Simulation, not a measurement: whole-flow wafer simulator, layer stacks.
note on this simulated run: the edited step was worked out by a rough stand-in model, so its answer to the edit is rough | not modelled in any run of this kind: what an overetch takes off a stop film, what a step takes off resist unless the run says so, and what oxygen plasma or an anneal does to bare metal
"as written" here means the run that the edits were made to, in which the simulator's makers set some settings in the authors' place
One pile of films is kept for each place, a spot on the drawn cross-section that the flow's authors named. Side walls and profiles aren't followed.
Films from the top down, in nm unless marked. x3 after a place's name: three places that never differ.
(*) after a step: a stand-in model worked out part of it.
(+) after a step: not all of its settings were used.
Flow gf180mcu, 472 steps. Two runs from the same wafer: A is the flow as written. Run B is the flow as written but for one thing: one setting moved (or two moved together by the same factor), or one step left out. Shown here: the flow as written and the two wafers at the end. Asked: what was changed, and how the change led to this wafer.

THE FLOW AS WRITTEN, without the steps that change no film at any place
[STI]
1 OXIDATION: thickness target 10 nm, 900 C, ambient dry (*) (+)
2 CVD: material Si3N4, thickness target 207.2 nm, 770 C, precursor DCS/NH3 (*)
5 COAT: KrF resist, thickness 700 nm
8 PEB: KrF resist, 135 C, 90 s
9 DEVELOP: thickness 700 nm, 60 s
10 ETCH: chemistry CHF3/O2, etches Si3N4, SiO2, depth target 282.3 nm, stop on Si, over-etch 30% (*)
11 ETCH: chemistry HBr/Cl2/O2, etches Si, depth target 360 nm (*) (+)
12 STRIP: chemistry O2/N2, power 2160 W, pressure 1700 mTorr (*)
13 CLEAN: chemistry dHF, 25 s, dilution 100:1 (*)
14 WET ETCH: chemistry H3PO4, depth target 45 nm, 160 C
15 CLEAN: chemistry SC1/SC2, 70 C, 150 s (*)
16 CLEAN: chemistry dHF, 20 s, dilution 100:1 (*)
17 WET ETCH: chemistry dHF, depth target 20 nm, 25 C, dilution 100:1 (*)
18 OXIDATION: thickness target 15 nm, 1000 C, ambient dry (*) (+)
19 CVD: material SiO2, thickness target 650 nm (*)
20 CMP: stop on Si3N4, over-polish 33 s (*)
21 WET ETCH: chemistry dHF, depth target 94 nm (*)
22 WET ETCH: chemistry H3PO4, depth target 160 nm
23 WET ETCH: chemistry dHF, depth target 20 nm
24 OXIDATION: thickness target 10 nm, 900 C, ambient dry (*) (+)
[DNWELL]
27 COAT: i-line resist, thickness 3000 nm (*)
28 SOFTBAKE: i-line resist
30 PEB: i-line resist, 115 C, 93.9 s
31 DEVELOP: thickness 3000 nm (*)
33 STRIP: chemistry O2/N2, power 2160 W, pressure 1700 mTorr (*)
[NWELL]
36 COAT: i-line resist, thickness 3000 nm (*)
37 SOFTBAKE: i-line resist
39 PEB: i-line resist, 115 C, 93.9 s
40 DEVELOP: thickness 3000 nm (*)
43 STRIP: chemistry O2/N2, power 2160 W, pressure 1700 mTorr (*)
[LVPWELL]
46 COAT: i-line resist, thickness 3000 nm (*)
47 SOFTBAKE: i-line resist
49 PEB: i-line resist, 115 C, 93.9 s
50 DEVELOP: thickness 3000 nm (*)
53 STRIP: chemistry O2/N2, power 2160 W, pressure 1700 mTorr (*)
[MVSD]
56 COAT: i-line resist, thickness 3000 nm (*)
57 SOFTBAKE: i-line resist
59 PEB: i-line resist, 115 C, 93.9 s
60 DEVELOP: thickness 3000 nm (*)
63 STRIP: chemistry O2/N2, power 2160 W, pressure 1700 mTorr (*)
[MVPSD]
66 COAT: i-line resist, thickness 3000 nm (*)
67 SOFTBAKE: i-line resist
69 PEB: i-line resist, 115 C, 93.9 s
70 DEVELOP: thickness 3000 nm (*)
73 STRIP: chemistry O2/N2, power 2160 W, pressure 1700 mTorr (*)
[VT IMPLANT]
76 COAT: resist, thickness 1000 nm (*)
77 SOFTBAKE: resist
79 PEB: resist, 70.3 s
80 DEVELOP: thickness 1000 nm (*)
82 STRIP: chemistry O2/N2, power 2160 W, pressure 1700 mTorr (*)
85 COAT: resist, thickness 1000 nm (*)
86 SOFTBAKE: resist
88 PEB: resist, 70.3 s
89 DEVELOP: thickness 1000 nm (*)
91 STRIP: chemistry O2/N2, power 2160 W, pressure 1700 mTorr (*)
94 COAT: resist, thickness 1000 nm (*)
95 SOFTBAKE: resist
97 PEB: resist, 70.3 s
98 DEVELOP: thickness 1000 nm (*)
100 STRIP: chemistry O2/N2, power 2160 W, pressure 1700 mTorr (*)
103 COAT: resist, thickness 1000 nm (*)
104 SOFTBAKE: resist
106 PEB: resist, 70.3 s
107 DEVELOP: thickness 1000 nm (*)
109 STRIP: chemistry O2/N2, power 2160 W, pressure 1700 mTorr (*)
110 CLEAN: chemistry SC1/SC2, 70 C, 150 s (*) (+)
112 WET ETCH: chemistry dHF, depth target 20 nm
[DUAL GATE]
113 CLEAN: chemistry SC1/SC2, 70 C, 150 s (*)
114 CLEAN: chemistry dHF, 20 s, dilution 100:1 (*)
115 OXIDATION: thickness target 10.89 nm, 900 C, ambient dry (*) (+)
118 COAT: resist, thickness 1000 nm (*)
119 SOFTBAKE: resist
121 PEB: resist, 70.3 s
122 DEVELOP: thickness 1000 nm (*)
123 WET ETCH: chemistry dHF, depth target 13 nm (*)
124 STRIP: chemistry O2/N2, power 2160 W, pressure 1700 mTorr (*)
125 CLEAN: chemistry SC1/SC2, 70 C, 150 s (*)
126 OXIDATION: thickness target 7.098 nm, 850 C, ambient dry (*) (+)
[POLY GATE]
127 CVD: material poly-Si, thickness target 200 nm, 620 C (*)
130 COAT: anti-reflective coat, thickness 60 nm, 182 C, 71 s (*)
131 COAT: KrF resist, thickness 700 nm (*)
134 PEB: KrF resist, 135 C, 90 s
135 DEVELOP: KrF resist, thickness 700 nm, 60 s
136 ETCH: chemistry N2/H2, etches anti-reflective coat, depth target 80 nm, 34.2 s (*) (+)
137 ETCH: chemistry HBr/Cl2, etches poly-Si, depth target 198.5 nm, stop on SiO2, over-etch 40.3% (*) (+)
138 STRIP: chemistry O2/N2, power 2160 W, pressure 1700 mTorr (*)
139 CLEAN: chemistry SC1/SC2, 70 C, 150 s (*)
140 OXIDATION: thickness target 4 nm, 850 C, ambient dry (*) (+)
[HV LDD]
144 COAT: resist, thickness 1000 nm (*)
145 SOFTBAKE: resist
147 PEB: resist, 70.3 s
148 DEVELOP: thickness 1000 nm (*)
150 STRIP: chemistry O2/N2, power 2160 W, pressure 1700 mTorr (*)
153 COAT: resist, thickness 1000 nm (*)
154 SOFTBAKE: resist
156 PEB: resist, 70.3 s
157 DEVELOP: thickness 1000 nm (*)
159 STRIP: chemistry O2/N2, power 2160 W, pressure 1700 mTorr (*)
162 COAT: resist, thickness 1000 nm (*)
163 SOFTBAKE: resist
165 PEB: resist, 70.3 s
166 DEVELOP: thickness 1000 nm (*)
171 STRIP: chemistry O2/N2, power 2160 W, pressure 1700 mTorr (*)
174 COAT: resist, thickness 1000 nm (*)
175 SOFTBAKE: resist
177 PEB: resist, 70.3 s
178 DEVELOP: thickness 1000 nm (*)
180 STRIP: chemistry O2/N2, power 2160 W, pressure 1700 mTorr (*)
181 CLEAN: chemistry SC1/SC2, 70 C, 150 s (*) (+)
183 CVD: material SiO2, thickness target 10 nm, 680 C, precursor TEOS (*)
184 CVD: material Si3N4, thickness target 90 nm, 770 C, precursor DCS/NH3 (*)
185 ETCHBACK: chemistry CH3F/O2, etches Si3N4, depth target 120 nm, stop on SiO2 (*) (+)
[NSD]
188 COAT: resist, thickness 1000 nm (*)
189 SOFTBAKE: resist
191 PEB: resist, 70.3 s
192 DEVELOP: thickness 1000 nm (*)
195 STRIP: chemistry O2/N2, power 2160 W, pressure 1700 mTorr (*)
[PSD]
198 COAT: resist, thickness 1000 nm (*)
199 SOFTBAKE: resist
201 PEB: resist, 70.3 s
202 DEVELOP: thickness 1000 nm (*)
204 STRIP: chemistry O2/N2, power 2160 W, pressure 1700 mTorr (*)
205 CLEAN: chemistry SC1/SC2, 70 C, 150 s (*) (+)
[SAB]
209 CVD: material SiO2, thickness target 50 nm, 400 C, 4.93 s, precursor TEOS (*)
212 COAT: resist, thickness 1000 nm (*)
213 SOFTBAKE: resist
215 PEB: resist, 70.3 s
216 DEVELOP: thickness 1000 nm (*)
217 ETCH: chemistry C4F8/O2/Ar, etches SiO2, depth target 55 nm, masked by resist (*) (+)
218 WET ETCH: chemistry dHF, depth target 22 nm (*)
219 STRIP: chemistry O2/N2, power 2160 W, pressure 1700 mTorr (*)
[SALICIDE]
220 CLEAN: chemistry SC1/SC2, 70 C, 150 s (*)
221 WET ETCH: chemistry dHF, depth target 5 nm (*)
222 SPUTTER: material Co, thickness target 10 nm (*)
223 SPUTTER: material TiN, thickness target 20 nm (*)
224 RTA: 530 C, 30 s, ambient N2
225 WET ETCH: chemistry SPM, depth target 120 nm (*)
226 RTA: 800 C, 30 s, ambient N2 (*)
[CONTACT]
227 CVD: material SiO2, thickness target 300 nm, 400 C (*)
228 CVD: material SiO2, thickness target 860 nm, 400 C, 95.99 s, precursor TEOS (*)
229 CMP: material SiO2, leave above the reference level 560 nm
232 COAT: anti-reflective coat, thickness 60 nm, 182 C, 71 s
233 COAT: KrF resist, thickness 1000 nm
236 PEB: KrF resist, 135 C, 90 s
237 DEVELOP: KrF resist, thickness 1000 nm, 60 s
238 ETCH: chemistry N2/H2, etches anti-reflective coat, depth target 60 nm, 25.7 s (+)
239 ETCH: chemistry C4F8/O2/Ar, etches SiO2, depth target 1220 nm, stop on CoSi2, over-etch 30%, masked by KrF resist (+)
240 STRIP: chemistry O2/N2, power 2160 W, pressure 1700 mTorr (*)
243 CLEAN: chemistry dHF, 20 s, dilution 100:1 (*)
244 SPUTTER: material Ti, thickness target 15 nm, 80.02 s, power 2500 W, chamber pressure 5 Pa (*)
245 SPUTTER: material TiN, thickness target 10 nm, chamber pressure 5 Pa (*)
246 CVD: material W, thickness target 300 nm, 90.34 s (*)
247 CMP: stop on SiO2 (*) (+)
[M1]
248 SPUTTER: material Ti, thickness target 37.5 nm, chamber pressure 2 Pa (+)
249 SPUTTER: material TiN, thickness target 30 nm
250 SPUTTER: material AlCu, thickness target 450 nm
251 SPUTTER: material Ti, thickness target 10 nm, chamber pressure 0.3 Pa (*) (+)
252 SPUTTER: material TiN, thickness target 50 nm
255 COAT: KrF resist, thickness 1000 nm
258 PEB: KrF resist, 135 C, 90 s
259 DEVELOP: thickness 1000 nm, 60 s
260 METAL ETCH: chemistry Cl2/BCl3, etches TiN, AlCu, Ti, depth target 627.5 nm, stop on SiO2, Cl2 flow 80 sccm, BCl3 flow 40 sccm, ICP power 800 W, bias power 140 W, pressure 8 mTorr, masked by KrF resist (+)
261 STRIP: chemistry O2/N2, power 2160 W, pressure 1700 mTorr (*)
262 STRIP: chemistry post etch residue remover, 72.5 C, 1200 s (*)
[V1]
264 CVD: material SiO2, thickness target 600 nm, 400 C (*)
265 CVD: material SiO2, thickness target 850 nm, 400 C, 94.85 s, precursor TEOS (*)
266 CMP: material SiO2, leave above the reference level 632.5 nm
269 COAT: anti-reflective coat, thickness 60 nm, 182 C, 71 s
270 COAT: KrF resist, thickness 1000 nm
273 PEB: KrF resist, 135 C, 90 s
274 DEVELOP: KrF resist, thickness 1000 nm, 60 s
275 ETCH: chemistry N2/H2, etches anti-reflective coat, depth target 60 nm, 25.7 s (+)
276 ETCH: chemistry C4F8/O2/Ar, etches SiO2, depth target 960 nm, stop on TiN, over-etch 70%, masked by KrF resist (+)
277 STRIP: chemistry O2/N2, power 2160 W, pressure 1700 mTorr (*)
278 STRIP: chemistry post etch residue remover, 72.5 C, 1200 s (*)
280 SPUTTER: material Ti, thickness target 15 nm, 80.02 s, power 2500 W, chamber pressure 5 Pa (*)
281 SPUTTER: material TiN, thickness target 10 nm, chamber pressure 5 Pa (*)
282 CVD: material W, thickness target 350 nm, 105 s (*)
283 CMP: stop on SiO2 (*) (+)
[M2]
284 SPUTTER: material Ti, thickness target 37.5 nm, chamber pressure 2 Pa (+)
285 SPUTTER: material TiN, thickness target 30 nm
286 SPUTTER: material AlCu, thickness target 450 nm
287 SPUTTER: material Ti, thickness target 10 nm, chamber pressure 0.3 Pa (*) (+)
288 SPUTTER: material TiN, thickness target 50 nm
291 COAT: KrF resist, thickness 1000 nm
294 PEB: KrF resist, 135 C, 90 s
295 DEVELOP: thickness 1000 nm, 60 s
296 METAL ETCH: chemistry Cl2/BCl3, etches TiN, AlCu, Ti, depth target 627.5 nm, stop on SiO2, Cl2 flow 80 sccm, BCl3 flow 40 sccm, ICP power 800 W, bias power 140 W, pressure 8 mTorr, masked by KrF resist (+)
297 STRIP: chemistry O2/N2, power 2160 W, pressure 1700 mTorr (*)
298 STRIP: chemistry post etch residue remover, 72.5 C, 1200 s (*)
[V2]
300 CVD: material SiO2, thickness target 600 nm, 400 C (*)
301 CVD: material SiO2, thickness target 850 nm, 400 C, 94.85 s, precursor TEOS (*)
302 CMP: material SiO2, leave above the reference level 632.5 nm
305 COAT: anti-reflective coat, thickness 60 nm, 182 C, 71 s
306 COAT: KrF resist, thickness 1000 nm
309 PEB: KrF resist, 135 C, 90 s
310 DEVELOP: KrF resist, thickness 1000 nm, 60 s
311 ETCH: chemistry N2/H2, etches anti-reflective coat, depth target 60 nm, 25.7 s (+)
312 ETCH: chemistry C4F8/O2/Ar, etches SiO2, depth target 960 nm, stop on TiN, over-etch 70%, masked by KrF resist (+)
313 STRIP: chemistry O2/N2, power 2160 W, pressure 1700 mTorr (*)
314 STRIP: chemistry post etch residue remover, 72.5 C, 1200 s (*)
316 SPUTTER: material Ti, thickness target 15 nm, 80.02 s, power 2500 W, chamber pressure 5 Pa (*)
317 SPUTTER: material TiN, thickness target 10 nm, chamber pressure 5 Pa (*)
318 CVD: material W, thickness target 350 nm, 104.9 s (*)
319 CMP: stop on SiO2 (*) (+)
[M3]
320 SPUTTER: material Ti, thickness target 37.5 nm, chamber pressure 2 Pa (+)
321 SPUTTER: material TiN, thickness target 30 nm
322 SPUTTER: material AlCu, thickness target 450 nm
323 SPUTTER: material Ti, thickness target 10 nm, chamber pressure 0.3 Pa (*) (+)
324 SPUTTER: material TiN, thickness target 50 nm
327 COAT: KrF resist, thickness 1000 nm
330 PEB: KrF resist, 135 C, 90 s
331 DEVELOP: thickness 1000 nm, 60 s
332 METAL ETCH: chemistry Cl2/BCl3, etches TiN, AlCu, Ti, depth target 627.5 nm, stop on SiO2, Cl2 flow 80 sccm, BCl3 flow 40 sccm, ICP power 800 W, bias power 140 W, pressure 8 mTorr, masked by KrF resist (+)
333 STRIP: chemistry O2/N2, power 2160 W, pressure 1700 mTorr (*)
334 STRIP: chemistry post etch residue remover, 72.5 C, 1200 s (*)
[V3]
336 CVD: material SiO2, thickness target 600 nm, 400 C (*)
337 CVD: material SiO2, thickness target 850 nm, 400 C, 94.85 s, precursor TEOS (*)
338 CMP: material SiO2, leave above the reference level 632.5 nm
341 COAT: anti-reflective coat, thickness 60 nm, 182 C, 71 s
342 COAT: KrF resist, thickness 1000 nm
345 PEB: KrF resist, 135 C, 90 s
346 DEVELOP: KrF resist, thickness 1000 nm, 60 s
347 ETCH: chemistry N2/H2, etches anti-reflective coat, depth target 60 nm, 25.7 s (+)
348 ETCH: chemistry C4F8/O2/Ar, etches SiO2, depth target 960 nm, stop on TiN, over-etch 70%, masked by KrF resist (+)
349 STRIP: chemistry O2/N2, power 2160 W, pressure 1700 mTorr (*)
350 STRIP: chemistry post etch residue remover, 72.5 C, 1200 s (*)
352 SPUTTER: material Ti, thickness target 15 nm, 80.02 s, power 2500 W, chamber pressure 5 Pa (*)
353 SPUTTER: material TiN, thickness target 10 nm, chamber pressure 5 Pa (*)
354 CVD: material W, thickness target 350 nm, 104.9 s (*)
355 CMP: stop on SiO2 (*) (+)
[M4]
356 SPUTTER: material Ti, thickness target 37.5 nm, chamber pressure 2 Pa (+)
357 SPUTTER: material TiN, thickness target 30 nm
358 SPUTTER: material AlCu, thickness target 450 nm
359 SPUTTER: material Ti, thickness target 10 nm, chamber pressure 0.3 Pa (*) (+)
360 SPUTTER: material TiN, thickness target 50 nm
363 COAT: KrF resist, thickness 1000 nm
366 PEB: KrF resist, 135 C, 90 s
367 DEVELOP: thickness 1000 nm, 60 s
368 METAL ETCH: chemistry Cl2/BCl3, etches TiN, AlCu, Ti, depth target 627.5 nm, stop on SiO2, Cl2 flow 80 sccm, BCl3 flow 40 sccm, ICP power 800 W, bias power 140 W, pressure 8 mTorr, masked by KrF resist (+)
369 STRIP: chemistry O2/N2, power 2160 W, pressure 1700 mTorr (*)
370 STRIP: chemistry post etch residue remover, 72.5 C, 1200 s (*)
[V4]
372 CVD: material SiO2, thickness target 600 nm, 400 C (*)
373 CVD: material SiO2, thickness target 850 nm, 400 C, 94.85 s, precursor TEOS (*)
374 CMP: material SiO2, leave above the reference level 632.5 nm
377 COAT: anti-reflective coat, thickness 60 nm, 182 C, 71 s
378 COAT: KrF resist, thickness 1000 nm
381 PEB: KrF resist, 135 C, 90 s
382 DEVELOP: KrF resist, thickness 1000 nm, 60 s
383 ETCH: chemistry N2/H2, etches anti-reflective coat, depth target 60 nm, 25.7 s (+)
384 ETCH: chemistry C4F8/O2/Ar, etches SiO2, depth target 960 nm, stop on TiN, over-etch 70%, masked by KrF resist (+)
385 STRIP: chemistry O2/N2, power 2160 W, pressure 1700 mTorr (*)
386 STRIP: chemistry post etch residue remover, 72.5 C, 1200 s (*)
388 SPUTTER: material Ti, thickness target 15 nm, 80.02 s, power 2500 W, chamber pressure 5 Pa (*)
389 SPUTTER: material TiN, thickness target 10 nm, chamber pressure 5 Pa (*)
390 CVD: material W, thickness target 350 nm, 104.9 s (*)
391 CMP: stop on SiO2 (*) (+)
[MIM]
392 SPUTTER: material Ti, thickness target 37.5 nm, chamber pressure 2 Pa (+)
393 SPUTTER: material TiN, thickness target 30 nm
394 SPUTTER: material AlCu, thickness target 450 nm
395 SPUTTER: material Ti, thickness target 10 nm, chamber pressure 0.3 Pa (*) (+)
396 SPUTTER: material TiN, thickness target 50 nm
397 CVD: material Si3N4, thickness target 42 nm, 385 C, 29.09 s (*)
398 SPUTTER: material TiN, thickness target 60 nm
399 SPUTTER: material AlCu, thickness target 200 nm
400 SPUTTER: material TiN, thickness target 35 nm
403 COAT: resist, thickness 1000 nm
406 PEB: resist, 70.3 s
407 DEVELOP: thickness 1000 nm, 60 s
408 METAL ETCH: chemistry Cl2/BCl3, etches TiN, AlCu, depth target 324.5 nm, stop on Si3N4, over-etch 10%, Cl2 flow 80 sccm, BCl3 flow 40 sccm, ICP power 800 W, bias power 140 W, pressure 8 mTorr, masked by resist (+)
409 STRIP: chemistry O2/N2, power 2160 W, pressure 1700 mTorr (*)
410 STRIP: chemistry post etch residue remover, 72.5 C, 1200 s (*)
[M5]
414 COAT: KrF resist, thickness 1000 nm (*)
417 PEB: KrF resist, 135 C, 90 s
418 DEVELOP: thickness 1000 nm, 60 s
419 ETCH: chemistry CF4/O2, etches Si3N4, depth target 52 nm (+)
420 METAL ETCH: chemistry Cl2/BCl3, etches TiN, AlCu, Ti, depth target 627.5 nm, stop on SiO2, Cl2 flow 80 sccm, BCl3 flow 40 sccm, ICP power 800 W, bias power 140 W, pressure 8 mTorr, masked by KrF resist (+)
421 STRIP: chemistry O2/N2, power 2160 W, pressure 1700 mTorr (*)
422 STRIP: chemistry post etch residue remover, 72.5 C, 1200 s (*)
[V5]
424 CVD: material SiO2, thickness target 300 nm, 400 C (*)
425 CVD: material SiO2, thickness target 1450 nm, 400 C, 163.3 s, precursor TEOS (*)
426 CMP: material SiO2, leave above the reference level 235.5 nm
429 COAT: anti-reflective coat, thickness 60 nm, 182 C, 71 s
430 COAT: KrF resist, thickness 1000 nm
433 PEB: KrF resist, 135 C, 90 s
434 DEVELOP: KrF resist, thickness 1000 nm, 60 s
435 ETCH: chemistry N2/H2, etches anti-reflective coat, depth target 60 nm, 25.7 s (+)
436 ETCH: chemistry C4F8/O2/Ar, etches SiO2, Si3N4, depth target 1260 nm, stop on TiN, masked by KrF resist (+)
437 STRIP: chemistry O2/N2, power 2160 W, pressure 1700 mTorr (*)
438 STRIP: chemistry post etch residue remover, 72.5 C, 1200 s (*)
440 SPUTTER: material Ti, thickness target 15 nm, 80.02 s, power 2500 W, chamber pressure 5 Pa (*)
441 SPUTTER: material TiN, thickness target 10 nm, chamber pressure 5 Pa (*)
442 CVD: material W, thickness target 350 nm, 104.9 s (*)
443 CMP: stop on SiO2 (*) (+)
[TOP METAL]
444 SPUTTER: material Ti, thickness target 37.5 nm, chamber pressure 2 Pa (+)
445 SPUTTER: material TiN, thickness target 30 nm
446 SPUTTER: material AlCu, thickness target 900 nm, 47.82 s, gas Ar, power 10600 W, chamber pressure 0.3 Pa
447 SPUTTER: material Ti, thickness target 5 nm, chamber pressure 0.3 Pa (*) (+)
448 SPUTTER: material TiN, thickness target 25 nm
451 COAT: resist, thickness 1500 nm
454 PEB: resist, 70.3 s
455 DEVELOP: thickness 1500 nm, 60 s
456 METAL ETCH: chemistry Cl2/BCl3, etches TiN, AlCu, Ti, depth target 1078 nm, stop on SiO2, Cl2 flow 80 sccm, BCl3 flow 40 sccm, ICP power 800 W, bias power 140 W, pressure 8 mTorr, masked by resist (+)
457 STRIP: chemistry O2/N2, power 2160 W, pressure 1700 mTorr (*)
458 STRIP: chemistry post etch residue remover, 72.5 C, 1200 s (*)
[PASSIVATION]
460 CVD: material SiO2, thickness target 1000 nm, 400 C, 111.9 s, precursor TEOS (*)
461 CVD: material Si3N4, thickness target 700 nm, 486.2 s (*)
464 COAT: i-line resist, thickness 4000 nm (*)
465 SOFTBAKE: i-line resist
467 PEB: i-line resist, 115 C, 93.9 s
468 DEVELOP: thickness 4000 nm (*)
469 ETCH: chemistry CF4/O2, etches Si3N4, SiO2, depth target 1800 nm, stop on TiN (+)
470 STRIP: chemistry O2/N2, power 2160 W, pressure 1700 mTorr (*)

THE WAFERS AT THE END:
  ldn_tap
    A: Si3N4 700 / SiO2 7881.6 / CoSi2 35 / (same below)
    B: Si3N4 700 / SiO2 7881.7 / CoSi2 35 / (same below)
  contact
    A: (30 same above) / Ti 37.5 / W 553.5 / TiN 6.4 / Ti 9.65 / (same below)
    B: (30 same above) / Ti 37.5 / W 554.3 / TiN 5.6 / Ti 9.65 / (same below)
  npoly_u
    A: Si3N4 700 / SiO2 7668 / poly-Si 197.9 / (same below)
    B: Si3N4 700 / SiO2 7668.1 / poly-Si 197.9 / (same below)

The cause: step 317, SPUTTER: thickness target 8.75 nm was run, where the flow has thickness target 10 nm.

How the change led to this, step by step:
  317 SPUTTER: material TiN, thickness target 10 nm, chamber pressure 5 Pa (*)
      field, field__w1, field__w2 and 107 more: A TiN +10 (new film) | B TiN +8.75 (new film)
      contact: A TiN +6.4 (new film) | B TiN +5.6 (new film)
  319 CMP: stop on SiO2 (*) (+)
      field, field__w1, field__w2 and 107 more: A W -350 (all of it), TiN -10 (all of it), Ti -15 (all of it), SiO2 -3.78 | B W -350 (all of it), TiN -8.75 (all of it), Ti -15 (all of it), SiO2 -3.77
